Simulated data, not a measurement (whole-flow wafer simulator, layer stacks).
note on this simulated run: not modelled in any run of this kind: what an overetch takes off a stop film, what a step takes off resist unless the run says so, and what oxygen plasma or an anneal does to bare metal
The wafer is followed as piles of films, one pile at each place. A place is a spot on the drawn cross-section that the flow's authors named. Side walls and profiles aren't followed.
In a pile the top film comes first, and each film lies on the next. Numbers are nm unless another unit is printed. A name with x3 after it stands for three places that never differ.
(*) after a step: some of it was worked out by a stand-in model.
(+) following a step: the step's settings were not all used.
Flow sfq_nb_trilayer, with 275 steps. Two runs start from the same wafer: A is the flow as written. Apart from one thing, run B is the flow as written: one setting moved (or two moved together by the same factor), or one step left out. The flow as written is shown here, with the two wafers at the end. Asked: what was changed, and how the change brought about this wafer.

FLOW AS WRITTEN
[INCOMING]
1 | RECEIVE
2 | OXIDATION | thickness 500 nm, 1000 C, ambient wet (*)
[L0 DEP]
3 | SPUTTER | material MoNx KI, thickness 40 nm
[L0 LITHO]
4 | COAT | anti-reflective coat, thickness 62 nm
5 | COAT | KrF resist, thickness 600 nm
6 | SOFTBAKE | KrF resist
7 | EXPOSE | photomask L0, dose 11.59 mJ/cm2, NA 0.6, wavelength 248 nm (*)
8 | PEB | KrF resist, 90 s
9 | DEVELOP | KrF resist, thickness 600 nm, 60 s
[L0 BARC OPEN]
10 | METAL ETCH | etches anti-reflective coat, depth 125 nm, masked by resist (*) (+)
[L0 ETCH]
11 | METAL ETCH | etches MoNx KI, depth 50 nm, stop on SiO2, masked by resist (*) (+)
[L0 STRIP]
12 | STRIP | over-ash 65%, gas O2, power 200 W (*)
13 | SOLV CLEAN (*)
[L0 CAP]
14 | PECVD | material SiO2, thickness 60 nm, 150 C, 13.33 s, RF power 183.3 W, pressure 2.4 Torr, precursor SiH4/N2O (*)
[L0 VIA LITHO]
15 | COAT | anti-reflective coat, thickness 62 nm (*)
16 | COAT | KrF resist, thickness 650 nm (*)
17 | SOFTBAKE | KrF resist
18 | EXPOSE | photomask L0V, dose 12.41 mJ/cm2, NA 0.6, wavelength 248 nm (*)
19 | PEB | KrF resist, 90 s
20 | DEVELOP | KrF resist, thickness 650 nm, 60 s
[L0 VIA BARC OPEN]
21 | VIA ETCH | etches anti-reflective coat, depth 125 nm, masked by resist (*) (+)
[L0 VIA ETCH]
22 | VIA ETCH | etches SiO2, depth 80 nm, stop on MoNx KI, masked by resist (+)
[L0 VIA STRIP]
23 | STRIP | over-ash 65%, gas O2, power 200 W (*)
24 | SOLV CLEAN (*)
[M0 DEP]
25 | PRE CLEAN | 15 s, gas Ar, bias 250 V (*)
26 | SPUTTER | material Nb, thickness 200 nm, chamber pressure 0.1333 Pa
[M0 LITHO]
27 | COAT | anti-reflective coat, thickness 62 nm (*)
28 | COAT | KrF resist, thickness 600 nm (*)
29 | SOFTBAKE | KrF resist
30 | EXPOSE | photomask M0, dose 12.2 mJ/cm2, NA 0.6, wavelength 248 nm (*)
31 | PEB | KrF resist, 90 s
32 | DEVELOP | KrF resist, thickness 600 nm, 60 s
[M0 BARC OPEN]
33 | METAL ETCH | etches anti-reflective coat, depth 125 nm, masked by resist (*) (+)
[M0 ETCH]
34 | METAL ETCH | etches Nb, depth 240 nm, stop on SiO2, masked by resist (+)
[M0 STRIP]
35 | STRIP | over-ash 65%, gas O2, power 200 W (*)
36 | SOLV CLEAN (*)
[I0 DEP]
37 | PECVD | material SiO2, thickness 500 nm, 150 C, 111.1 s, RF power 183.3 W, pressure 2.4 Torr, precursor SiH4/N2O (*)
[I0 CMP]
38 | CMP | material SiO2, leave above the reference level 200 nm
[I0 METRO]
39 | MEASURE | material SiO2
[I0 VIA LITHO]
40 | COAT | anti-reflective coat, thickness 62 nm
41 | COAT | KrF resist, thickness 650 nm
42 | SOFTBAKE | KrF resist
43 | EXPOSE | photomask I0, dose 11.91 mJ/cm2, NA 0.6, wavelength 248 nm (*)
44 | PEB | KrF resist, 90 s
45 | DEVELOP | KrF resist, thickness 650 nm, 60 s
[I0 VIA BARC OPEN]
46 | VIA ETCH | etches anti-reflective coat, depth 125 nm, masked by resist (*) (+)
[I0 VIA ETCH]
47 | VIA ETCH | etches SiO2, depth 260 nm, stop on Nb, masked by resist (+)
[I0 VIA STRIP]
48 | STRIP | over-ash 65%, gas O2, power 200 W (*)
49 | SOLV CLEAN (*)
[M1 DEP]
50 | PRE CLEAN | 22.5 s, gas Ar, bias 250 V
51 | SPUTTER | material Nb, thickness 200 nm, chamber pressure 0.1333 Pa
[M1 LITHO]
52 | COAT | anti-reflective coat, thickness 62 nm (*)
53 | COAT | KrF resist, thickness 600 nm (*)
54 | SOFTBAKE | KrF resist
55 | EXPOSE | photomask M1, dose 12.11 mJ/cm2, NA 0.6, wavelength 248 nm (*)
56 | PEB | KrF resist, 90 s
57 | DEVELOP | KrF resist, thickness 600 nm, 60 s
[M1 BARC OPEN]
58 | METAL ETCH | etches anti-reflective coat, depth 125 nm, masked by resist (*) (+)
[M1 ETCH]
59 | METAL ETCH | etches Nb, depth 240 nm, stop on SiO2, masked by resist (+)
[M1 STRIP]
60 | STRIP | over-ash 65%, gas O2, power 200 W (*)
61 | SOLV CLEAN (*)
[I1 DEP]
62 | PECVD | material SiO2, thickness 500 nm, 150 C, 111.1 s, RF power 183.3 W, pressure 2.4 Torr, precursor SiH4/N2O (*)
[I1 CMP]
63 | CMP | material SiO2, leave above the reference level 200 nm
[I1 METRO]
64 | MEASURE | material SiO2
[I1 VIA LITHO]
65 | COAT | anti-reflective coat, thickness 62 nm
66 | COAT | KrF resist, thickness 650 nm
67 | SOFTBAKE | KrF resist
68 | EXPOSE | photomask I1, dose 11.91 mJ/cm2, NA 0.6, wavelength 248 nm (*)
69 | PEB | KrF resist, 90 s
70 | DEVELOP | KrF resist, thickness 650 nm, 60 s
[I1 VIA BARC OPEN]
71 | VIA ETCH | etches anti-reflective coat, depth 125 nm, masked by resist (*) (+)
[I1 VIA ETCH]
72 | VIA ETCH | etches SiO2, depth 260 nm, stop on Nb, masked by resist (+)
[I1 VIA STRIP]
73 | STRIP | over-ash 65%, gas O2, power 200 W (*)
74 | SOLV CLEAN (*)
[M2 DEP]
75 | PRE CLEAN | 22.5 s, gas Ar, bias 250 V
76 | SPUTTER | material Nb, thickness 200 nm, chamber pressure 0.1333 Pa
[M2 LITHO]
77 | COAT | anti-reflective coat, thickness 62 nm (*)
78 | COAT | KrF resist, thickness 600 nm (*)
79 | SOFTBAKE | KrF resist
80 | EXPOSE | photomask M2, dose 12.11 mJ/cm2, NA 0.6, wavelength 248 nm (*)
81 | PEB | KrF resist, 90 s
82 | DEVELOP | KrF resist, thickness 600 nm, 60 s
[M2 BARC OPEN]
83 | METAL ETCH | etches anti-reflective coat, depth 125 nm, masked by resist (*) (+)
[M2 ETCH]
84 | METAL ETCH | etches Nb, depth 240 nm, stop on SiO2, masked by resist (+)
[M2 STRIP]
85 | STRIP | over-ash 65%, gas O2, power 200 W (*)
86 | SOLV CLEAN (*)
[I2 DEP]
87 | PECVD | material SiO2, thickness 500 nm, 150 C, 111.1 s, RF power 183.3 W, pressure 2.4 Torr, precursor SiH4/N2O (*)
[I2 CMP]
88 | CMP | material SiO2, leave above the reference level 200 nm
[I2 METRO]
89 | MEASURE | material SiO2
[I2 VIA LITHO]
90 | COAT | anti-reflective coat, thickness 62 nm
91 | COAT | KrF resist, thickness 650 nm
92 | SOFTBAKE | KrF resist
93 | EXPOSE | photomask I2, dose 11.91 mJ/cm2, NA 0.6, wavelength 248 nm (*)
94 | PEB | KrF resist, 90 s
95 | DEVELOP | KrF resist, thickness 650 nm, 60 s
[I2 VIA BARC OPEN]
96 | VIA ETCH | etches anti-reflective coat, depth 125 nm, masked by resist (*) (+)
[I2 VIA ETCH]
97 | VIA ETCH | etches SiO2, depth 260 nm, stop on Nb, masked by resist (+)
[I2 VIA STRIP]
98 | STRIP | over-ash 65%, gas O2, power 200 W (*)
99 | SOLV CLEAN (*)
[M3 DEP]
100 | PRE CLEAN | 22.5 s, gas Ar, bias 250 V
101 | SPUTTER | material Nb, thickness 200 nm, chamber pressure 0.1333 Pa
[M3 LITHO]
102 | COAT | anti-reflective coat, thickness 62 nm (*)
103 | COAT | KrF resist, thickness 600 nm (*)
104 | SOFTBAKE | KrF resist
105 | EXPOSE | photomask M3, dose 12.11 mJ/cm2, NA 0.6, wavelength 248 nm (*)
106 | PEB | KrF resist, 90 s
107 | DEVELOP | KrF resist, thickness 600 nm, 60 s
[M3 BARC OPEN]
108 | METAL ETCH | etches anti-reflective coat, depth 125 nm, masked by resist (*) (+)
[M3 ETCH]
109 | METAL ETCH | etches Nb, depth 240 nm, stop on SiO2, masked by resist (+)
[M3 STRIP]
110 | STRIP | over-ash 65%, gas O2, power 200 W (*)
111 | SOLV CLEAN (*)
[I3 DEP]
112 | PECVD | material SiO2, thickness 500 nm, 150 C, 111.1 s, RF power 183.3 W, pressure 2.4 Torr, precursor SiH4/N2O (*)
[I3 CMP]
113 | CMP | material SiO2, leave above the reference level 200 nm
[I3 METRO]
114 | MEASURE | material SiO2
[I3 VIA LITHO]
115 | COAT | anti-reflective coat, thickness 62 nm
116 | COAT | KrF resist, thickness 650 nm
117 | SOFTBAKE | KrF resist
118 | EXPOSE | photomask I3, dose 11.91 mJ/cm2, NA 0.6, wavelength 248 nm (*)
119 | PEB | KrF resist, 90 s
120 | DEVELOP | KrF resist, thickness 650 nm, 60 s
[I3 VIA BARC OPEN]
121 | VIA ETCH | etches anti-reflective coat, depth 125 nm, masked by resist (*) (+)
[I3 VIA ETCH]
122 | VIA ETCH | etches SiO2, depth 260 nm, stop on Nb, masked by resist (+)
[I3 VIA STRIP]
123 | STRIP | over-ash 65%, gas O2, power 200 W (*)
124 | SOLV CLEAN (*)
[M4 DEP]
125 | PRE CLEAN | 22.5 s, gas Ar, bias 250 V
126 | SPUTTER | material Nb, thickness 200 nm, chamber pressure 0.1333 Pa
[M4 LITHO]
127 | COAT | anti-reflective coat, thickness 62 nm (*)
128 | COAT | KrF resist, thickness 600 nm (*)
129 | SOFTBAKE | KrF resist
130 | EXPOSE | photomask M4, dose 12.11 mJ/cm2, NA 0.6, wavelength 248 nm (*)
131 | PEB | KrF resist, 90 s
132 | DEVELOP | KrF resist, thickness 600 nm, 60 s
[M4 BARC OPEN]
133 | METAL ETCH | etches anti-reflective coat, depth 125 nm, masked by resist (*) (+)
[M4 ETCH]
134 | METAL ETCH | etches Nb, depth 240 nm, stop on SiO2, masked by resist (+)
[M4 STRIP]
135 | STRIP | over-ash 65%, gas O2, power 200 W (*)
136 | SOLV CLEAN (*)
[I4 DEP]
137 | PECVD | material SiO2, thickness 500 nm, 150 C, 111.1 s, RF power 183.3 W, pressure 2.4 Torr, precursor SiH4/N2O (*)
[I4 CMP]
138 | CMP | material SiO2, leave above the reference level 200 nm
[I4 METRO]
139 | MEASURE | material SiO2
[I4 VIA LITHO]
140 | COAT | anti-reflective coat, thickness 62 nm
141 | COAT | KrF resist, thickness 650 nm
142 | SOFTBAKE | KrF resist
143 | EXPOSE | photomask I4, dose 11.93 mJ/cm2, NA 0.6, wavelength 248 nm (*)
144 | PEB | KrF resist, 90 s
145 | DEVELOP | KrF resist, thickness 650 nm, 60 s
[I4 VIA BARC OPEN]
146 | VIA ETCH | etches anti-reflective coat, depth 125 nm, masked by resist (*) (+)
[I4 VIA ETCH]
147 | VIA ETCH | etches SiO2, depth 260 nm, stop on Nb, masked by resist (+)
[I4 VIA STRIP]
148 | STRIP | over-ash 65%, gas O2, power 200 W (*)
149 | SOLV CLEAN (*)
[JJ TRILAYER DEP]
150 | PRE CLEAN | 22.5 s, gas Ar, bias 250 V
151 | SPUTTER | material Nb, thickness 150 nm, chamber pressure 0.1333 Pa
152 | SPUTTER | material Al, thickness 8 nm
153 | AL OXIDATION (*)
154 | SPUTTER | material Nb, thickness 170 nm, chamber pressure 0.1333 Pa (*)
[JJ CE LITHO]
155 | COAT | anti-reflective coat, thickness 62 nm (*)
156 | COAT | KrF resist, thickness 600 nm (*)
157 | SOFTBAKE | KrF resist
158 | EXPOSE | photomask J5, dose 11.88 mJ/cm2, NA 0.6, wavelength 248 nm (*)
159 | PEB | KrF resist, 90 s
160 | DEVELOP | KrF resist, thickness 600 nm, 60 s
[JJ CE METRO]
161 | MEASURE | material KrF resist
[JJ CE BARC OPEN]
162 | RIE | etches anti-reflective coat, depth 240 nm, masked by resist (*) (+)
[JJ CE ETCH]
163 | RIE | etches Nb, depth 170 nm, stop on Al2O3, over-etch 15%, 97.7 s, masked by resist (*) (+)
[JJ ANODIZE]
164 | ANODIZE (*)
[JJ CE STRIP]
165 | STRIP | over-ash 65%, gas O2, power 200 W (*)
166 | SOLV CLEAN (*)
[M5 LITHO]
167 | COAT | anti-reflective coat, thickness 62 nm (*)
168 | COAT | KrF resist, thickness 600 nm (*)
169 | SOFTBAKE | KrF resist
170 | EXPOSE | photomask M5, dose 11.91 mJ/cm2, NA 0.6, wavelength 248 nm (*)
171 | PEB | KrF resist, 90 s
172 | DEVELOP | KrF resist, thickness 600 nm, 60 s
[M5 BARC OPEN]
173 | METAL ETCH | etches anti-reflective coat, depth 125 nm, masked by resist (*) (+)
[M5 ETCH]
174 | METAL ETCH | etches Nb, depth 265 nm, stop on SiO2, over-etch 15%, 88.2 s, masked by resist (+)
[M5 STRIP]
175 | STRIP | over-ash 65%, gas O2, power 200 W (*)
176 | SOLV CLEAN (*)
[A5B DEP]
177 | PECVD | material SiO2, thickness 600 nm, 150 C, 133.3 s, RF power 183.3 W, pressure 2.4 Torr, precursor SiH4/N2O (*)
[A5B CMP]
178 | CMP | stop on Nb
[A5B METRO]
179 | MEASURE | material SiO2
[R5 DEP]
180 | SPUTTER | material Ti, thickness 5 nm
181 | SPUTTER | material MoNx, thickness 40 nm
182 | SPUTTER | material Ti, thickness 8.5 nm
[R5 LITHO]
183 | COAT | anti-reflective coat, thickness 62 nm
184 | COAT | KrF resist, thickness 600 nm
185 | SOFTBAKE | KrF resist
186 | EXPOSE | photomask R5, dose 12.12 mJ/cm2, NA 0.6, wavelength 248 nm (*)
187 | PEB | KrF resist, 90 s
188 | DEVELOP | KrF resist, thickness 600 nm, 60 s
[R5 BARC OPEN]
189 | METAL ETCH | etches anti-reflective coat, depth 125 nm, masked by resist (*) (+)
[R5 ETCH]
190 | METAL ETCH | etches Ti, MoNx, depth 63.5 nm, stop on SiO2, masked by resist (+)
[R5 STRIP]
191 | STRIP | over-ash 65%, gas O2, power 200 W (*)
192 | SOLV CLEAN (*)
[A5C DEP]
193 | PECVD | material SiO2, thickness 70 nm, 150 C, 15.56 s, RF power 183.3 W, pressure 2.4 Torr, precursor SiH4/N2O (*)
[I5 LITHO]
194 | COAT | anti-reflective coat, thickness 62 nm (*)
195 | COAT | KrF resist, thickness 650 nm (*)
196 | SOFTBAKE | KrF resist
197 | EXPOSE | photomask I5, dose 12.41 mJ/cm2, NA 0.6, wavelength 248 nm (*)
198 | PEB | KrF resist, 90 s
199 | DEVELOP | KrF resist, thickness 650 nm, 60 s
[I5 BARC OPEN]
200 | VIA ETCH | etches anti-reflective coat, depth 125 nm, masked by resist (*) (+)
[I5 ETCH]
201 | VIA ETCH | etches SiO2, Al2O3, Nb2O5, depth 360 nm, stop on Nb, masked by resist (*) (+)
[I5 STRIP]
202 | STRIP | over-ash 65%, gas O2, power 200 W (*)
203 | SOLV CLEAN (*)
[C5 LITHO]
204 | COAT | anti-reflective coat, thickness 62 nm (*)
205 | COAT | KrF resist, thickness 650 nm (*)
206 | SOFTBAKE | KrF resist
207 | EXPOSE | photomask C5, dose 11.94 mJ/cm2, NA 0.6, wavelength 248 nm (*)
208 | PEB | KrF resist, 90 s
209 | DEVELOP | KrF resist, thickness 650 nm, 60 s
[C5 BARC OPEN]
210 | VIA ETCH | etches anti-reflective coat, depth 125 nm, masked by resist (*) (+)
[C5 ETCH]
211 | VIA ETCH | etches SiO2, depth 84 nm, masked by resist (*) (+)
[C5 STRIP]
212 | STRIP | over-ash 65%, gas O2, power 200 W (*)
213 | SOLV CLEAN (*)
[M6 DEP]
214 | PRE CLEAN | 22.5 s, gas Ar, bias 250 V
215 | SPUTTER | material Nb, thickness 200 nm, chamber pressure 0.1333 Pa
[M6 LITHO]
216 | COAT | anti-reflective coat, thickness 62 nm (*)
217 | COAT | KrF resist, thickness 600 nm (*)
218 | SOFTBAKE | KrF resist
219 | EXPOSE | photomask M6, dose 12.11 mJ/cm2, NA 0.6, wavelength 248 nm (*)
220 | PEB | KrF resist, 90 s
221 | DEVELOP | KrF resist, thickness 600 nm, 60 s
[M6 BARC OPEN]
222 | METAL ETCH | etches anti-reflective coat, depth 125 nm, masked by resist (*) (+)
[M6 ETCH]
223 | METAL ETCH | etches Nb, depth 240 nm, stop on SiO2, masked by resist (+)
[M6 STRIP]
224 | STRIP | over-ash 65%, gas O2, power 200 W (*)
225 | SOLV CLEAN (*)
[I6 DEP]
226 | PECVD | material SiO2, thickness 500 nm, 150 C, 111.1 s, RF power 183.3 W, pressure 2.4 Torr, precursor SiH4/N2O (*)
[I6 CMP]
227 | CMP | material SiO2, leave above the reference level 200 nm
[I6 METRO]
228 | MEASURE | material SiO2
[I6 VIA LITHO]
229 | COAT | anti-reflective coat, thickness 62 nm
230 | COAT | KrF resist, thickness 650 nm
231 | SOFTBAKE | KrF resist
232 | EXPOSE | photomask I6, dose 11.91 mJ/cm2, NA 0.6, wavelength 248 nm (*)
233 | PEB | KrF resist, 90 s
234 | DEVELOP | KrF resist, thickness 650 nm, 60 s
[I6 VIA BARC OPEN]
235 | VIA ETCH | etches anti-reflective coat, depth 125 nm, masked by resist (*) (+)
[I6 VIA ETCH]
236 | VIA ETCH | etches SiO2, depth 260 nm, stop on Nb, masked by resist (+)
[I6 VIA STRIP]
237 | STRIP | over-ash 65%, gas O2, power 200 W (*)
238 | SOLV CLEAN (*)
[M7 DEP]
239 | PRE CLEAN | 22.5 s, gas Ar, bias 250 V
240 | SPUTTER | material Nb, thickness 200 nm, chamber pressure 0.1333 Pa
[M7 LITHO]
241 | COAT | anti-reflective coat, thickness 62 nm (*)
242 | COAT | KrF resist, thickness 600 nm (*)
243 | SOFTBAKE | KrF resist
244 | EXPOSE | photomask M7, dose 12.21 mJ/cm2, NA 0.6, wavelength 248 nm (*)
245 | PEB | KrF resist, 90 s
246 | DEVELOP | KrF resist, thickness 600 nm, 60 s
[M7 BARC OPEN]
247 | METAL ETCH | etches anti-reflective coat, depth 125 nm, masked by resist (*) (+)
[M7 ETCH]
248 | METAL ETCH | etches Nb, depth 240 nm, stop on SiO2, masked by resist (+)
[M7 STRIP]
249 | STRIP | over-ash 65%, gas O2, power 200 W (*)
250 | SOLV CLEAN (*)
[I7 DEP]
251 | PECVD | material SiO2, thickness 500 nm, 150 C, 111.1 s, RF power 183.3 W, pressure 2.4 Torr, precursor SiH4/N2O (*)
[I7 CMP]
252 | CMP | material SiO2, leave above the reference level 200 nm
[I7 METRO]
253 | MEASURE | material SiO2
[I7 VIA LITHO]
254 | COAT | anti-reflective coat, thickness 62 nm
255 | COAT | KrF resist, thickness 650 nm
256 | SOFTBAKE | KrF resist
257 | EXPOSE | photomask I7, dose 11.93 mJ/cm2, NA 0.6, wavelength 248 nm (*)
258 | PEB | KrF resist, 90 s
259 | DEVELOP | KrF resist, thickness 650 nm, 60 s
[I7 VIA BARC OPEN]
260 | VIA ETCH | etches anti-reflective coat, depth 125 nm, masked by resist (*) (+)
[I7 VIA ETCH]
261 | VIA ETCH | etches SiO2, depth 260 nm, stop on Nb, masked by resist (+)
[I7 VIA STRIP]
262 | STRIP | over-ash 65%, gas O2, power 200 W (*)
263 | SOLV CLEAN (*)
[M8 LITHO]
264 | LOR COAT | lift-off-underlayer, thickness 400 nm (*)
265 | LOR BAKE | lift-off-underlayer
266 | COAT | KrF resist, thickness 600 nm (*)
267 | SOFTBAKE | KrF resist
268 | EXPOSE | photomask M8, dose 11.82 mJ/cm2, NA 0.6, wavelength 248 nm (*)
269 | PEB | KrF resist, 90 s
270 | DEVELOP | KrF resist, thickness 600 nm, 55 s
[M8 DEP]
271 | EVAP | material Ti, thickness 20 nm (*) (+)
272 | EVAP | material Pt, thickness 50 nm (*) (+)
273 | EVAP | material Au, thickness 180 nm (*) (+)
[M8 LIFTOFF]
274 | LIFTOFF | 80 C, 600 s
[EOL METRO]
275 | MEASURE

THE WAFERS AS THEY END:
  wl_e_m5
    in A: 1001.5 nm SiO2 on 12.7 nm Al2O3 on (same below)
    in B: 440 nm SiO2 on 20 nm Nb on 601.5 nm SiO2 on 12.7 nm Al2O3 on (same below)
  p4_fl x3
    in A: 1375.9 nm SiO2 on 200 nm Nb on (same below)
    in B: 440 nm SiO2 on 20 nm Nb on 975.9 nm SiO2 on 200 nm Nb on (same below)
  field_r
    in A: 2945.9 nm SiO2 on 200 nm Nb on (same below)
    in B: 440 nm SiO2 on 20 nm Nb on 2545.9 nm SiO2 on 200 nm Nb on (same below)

The reason: step 240, SPUTTER: thickness 260 nm was run, though the flow has thickness 200 nm.

How this came from the change, step by step:
  240 | SPUTTER | material Nb, thickness 200 nm, chamber pressure 0.1333 Pa
      field_l, v_sur, via_wl and 102 more: A +200 Nb (new film) | B +260 Nb (new film)
      via_v: A +161.1 Nb | B +209.7 Nb
  248 | METAL ETCH | etches Nb, depth 240 nm, stop on SiO2, masked by resist (+)
      field_l, field_r, lsp_l and 62 more: A -200 Nb (all of it) | B -240 Nb
  251 | PECVD | material SiO2, thickness 500 nm, 150 C, 111.1 s, RF power 183.3 W, pressure 2.4 Torr, precursor SiH4/N2O (*)
      field_l, p4_fl x3, p4_w1 x9 and 46 more: A +500 SiO2 | B +500 SiO2 (new film)
      field_r, lsp_l: A +477.7 SiO2 | B +473.2 SiO2 (new film)
      (as well as at 5 more places)
  252 | CMP | material SiO2, leave above the reference level 200 nm
      field_l, p4_fl x3, p4_w1 x9 and 46 more: A -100 SiO2 | B -60 SiO2
      field_r, lsp_l: A -77.7 SiO2 | B -33.2 SiO2
      (as well as at 3 more places)
If metal films that touch count as one body, wl_e_m5 has 7 bodies (between them, from the top down: SiO2 601.5 / Al2O3 12.7 / Nb2O5 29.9; SiO2 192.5; SiO2 192.5; SiO2 192.5; SiO2 192.5; SiO2 192.5); the flow as written gives 6 bodies (between them, from the top down: SiO2 192.5; SiO2 192.5; SiO2 192.5; SiO2 192.5; SiO2 192.5).
If metal films that touch count as one body, p4_fl x3 has 3 bodies (between them, from the top down: SiO2 975.9; SiO2 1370); the flow as written gives 2 bodies (between them, from the top down: SiO2 1370).
If metal films that touch count as one body, field_r has 2 bodies (between them, from the top down: SiO2 2545.9); the flow as written gives 1 body.
